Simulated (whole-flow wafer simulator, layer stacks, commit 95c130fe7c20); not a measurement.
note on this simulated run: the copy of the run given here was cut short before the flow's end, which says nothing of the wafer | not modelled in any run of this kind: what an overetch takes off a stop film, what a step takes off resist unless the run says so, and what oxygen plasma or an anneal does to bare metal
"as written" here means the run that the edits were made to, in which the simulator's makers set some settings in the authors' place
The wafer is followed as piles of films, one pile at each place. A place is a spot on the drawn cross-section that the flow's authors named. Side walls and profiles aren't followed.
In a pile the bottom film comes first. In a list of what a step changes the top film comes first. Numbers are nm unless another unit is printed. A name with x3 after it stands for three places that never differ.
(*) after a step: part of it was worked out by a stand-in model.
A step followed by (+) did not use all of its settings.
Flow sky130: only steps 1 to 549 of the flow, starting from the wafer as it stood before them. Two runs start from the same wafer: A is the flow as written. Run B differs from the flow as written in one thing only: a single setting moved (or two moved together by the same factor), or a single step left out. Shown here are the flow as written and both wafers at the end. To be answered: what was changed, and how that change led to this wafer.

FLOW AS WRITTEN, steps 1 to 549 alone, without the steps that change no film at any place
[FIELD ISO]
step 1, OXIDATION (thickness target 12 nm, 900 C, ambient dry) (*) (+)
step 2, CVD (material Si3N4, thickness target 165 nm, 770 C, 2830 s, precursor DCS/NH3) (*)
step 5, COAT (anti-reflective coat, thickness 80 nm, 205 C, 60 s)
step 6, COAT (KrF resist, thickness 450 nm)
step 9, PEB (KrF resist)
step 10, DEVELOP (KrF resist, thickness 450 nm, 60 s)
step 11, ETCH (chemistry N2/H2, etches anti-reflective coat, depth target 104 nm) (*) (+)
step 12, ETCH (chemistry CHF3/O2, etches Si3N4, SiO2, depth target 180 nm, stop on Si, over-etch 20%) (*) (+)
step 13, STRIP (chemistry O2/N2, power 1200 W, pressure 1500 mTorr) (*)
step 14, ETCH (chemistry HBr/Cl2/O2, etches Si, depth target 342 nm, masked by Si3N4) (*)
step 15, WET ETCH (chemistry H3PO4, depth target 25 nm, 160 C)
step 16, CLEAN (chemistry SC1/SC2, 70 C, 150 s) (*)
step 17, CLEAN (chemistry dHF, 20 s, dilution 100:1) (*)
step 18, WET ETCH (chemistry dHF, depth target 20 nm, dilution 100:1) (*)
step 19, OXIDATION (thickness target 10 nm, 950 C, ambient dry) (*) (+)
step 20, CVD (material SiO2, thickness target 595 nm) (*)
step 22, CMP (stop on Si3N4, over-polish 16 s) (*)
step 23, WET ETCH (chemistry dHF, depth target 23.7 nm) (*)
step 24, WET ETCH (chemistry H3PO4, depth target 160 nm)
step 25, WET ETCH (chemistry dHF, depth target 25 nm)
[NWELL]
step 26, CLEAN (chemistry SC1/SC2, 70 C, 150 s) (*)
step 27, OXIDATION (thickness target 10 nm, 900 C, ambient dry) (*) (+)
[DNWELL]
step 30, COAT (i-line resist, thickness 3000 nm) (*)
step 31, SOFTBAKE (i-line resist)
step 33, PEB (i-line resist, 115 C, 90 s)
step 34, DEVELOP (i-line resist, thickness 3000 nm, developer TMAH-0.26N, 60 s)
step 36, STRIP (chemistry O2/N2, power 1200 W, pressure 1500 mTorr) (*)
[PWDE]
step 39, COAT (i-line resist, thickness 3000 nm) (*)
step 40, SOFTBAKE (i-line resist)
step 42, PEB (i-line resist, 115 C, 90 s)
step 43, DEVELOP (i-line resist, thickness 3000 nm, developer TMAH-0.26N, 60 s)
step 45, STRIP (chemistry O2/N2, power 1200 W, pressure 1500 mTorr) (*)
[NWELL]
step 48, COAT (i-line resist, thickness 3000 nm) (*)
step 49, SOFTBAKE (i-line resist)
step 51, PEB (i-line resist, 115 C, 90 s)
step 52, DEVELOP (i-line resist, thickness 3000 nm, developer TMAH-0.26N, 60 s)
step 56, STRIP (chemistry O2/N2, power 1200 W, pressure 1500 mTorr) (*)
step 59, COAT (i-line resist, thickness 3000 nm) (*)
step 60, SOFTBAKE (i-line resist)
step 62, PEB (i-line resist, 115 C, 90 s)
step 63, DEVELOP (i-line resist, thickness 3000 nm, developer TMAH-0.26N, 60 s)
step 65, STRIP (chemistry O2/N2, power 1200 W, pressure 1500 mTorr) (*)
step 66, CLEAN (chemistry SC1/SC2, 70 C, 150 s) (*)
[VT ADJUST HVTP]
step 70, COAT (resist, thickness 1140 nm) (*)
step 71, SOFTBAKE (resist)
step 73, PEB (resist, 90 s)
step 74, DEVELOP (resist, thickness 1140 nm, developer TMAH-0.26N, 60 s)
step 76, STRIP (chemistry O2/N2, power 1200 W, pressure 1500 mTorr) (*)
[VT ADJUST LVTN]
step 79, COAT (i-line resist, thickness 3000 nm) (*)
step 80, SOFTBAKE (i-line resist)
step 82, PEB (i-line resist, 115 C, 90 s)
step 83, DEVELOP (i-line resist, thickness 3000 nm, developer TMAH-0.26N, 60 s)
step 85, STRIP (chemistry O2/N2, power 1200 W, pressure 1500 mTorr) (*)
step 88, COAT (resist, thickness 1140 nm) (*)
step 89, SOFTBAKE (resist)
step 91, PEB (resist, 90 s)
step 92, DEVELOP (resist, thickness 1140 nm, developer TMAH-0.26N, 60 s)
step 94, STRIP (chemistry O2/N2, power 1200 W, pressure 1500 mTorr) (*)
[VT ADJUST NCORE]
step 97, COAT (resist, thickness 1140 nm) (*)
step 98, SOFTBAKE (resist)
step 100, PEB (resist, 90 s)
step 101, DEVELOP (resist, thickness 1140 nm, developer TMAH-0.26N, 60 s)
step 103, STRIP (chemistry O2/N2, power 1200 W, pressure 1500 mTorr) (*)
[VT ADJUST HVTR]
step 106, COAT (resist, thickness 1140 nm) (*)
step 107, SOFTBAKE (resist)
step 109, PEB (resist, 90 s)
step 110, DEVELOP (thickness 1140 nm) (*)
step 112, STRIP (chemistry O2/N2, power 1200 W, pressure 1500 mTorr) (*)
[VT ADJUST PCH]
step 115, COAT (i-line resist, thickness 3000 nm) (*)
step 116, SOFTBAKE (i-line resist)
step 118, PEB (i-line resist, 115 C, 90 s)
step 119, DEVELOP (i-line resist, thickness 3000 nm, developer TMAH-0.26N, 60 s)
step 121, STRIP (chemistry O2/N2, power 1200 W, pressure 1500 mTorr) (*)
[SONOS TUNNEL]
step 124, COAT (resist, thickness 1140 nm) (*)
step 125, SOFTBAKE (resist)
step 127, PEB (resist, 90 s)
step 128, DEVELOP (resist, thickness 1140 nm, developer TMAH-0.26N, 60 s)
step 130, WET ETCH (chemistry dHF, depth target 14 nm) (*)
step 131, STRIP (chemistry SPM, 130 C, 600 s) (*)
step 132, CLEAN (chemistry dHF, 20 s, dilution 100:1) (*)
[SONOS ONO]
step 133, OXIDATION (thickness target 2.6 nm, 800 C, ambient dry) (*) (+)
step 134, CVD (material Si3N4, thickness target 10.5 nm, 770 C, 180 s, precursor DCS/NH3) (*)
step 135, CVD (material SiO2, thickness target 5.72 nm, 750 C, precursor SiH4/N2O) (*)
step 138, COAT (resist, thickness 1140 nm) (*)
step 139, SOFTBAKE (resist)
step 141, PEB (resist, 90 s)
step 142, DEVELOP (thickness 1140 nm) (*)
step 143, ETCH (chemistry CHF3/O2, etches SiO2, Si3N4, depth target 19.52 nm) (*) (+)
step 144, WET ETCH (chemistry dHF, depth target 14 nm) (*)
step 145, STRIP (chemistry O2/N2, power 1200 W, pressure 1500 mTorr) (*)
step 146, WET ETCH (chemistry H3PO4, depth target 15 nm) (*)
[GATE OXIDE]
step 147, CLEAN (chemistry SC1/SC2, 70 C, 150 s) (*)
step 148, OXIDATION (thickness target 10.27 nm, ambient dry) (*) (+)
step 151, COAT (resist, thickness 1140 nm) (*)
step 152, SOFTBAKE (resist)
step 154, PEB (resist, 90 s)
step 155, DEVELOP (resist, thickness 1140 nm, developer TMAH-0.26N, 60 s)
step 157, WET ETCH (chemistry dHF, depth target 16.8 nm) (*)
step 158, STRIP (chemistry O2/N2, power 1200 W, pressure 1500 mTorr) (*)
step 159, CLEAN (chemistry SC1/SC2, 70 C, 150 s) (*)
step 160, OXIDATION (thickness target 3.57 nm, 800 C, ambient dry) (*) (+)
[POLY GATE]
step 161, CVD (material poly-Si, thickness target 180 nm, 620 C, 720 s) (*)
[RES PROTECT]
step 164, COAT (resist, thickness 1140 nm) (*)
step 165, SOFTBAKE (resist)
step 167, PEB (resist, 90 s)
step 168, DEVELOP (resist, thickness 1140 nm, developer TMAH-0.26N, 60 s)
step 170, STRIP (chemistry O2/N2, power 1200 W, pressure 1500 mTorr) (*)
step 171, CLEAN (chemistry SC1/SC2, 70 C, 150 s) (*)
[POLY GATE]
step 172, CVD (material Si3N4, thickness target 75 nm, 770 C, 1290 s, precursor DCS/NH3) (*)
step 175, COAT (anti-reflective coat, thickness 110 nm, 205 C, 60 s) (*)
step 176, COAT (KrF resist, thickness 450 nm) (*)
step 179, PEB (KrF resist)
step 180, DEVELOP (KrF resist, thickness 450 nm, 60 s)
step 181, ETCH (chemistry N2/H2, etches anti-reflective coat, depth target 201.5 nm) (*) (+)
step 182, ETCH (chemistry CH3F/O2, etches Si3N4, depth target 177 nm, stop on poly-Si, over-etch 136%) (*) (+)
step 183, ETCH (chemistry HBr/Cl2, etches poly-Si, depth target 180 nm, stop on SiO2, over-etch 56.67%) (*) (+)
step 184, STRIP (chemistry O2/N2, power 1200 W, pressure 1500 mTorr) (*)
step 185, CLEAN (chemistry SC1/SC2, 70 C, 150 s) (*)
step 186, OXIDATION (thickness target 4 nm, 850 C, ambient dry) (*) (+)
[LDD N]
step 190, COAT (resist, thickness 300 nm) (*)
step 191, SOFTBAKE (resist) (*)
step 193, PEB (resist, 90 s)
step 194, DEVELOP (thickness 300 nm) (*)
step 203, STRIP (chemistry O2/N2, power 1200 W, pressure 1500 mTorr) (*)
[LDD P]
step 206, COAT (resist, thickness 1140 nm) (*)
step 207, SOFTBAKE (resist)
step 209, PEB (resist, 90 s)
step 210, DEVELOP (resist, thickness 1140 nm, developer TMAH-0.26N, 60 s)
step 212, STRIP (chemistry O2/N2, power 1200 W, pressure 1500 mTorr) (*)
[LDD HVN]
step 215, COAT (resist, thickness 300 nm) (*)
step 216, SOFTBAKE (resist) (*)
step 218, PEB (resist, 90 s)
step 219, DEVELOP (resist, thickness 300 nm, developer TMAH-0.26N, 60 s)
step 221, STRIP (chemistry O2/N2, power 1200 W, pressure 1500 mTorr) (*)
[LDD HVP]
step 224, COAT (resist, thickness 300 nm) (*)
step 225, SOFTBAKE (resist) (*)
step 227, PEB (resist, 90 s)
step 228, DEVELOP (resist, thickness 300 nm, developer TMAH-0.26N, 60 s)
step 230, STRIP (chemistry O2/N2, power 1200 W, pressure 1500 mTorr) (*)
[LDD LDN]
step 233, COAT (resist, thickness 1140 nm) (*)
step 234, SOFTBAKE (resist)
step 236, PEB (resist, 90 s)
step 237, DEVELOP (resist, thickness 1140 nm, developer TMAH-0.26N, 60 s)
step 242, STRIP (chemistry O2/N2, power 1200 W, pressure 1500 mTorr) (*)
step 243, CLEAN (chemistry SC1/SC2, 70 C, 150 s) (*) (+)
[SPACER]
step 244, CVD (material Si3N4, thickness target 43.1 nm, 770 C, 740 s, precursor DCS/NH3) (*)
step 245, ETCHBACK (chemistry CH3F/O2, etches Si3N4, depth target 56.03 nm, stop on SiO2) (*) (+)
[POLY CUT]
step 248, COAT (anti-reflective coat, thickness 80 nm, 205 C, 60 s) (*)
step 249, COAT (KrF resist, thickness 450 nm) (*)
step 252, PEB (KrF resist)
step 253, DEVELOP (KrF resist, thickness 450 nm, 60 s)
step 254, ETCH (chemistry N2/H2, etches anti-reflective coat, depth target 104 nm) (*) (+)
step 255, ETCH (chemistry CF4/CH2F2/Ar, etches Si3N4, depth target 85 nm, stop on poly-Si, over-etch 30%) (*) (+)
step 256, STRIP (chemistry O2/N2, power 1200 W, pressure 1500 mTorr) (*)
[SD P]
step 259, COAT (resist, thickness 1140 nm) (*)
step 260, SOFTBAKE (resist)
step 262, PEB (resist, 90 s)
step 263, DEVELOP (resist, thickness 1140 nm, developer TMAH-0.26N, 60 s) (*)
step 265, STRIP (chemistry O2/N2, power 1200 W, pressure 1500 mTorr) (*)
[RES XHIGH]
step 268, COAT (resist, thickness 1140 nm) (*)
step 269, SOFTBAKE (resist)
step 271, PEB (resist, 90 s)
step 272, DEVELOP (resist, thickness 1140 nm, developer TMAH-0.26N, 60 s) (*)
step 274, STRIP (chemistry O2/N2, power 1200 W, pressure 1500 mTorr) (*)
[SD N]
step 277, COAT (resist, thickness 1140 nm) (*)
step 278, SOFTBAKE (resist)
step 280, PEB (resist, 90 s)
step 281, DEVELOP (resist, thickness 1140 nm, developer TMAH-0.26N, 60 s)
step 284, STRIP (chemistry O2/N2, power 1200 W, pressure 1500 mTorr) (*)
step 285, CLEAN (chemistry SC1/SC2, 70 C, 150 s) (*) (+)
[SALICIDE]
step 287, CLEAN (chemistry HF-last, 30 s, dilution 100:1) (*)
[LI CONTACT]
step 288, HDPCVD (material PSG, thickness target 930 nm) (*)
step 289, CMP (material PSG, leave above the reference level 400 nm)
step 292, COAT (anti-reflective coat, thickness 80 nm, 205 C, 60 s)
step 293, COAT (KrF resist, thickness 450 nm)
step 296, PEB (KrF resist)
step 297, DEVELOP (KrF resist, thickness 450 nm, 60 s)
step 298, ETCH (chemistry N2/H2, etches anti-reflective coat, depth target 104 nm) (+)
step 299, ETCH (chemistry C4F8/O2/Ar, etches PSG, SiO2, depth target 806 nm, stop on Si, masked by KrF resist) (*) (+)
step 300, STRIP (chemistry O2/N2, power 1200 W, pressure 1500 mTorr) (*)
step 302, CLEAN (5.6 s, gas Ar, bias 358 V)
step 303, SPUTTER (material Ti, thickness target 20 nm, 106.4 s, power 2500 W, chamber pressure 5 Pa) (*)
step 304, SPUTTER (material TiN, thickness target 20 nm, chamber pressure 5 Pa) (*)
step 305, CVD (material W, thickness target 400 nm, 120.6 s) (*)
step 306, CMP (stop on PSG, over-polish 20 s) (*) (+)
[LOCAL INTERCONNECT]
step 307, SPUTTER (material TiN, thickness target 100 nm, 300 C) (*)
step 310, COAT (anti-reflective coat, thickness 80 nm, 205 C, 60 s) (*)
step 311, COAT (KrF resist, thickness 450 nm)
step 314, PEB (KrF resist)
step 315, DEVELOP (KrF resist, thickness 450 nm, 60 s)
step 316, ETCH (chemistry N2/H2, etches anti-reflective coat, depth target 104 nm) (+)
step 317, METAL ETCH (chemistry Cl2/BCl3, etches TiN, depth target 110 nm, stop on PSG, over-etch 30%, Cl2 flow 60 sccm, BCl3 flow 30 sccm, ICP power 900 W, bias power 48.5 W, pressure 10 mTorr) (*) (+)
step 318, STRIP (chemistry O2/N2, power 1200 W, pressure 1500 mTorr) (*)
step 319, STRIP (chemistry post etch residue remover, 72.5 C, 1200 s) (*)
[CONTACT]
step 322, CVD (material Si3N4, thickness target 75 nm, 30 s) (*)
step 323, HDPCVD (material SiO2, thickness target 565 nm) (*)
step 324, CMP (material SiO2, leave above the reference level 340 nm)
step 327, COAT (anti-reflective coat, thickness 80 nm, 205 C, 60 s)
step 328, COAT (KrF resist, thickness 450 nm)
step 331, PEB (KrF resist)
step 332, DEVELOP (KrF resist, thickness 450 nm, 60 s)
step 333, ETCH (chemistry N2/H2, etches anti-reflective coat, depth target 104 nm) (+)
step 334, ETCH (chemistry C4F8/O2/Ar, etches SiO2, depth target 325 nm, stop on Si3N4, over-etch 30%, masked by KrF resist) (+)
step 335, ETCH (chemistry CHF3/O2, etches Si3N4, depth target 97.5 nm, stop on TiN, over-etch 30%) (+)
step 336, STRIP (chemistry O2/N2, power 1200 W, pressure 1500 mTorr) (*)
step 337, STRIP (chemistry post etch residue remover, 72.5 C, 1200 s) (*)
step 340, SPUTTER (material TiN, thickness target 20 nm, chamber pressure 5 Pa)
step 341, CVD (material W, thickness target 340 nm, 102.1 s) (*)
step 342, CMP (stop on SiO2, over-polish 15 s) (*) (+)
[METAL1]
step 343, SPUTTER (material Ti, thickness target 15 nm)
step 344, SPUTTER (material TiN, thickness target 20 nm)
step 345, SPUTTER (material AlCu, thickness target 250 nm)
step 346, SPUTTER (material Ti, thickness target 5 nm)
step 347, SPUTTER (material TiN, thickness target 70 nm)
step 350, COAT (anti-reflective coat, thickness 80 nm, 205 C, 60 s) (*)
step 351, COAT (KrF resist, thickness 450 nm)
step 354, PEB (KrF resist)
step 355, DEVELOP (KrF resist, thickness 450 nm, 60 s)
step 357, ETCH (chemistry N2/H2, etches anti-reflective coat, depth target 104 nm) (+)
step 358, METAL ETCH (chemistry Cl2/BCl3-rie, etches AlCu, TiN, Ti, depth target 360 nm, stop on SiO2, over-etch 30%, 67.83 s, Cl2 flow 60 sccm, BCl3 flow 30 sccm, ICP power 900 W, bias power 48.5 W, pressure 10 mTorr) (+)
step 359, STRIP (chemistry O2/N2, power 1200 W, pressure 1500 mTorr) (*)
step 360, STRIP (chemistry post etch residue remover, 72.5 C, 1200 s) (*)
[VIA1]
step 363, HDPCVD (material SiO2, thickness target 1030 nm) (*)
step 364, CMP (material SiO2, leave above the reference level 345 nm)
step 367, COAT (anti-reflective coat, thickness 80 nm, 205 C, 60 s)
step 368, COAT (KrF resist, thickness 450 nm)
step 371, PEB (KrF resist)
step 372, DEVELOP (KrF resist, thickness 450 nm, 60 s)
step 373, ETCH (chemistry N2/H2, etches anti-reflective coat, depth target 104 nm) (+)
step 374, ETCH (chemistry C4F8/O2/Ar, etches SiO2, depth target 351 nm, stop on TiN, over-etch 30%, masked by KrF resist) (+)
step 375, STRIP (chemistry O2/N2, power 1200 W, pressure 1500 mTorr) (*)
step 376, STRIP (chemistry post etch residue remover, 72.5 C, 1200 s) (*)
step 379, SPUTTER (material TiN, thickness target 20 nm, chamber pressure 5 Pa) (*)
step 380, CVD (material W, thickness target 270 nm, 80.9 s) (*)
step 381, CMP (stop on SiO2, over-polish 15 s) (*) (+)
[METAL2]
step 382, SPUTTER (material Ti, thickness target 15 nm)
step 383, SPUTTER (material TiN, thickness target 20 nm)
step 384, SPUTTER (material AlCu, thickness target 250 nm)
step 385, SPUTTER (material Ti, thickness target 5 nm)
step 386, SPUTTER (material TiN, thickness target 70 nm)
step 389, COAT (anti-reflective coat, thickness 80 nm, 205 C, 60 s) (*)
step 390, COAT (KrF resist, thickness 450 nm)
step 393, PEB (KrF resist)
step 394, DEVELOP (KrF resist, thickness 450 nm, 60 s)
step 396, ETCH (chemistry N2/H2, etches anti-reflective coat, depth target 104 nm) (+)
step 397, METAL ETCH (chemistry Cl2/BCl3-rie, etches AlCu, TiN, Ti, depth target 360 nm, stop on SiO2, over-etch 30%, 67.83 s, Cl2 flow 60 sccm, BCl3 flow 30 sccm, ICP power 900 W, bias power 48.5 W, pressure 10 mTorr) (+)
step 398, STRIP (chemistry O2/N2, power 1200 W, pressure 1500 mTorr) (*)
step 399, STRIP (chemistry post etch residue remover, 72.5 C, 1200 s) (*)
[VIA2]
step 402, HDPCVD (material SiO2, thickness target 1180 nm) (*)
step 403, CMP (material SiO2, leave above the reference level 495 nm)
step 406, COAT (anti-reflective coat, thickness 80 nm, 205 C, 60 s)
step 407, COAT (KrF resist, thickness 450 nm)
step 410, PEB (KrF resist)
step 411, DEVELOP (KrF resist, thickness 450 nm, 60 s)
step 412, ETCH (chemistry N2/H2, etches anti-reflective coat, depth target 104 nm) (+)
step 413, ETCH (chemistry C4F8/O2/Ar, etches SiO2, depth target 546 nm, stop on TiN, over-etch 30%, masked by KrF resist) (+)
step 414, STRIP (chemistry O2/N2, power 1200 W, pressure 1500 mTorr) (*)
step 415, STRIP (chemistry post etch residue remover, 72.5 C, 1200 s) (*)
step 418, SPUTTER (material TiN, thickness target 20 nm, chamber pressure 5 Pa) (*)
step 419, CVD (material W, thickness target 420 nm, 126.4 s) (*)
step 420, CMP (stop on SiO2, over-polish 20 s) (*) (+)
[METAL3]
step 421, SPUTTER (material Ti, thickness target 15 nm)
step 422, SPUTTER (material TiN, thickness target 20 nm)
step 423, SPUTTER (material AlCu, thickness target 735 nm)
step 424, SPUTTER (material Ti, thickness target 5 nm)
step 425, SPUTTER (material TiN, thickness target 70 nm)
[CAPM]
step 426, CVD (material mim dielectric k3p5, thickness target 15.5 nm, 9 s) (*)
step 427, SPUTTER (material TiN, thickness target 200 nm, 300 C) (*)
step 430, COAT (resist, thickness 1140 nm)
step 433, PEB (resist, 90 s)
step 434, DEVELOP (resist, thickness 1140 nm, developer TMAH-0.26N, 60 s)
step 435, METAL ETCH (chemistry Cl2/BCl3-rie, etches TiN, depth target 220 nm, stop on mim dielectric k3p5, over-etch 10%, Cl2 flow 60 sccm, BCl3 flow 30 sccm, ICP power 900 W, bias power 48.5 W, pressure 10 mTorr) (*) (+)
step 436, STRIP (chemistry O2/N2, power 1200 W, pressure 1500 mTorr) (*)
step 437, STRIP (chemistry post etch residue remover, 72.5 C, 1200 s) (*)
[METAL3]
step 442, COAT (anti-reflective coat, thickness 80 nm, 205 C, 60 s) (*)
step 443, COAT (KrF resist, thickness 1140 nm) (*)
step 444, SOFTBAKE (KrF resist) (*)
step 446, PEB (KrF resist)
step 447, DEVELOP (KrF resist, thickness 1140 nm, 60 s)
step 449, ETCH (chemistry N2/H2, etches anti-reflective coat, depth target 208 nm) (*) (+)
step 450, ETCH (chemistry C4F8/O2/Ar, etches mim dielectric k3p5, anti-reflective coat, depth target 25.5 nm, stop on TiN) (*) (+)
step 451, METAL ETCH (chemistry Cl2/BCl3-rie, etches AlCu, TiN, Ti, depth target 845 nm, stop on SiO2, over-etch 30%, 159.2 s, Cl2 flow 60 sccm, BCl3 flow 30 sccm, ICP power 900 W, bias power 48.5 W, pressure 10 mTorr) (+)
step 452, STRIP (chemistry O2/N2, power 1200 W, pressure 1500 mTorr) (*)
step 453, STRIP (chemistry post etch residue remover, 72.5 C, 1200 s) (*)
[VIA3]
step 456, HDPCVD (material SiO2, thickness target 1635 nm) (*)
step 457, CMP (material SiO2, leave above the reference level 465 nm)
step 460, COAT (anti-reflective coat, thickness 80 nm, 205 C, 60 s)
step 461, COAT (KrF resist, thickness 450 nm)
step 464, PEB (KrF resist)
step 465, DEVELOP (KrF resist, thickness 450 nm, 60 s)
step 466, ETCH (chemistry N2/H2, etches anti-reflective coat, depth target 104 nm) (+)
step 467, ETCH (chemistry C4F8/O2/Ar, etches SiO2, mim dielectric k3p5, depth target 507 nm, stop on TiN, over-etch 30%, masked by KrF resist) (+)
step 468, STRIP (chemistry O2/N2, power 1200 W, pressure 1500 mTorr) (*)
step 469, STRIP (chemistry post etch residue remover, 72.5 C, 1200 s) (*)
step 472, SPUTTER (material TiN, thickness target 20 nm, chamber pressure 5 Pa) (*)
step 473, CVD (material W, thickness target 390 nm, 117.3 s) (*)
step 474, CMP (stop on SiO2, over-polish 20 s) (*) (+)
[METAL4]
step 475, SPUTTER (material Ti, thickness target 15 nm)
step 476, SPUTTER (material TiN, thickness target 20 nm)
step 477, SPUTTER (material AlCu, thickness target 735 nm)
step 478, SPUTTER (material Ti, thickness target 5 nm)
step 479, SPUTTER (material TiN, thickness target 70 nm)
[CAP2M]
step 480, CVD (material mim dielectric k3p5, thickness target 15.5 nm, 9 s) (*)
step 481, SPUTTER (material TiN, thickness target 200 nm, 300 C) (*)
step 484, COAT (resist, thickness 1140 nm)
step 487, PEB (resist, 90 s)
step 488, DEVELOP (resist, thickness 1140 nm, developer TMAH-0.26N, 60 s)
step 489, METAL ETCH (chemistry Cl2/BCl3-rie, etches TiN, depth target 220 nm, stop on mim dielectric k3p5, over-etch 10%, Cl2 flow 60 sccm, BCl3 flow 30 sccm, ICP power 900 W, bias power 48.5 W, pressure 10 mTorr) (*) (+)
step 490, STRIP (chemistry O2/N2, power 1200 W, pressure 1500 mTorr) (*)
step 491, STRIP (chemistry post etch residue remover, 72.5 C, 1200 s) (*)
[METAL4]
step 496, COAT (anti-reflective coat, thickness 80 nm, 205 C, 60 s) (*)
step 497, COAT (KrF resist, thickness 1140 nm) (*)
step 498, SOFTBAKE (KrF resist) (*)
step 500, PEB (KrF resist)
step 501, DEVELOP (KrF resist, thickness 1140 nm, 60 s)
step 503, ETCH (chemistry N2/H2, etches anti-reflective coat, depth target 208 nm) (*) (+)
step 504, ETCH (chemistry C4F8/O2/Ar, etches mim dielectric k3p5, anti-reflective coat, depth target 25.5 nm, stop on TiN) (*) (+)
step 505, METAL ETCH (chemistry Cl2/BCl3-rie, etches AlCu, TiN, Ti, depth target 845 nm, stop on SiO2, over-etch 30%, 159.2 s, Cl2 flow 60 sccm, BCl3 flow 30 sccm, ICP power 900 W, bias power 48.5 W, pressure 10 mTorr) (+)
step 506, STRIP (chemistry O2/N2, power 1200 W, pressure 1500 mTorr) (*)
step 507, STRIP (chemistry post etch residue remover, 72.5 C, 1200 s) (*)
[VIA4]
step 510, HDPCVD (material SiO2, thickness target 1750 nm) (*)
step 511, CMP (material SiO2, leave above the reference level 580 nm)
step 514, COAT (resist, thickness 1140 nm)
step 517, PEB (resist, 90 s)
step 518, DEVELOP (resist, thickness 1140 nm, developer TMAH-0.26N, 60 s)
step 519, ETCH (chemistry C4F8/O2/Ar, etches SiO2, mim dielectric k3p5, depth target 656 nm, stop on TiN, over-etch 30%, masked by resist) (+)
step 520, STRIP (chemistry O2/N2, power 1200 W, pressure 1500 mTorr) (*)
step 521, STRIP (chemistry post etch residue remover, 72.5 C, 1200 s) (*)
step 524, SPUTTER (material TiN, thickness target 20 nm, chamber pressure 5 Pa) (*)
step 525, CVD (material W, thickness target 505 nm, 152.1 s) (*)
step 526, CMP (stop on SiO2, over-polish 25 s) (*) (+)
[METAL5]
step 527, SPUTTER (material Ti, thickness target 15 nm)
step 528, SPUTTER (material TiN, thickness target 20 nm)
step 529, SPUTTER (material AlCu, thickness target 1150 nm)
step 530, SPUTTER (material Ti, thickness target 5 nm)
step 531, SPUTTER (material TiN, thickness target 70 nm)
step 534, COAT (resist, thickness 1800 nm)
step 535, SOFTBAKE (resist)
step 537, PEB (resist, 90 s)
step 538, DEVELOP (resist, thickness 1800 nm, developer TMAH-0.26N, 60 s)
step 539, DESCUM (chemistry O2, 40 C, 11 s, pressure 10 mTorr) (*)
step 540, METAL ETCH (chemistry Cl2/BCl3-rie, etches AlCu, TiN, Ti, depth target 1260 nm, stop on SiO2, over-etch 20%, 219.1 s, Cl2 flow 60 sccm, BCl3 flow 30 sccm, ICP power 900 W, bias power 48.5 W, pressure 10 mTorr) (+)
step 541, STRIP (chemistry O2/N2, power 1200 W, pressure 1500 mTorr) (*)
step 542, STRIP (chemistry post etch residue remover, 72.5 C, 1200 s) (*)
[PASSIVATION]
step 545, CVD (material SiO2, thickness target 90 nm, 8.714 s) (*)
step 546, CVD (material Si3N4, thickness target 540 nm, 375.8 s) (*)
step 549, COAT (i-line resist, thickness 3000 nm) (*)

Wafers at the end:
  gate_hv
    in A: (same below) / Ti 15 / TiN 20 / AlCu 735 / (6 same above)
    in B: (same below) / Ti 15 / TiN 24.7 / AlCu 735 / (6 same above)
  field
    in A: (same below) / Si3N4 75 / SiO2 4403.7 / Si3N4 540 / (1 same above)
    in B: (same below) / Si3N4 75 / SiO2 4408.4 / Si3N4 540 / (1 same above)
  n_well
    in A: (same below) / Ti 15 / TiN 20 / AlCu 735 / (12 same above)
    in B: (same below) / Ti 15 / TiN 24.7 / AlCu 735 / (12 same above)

Cause: step 476, SPUTTER: thickness target 24.7 nm was run, though the flow has thickness target 20 nm.
The wafer itself shows it: gate_hv has TiN 24.7, and step 476 as written asks for 20 nm.

How this came from the change, step by step:
  step 476, SPUTTER (material TiN, thickness target 20 nm)
      field, active, n_well and 189 more: A +20 TiN (new film) | B +24.7 TiN (new film)
  step 505, METAL ETCH (chemistry Cl2/BCl3-rie, etches AlCu, TiN, Ti, depth target 845 nm, stop on SiO2, over-etch 30%, 159.2 s, Cl2 flow 60 sccm, BCl3 flow 30 sccm, ICP power 900 W, bias power 48.5 W, pressure 10 mTorr) (+)
      field, active, gate and 70 more: A -70 TiN (all of it), -5 Ti (all of it), -735 AlCu (all of it), -20 TiN (all of it), -15 Ti (all of it), -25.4 SiO2 | B -70 TiN (all of it), -5 Ti (all of it), -735 AlCu (all of it), -24.7 TiN (all of it), -15 Ti (all of it), -24.9 SiO2
      vpp_iso1, mim_edge_plate, m1_ln and 12 more: A -70 TiN (all of it), -5 Ti (all of it), -735 AlCu (all of it), -20 TiN (all of it), -15 Ti (all of it), -25.3 SiO2 | B -70 TiN (all of it), -5 Ti (all of it), -735 AlCu (all of it), -24.7 TiN (all of it), -15 Ti (all of it), -24.9 SiO2
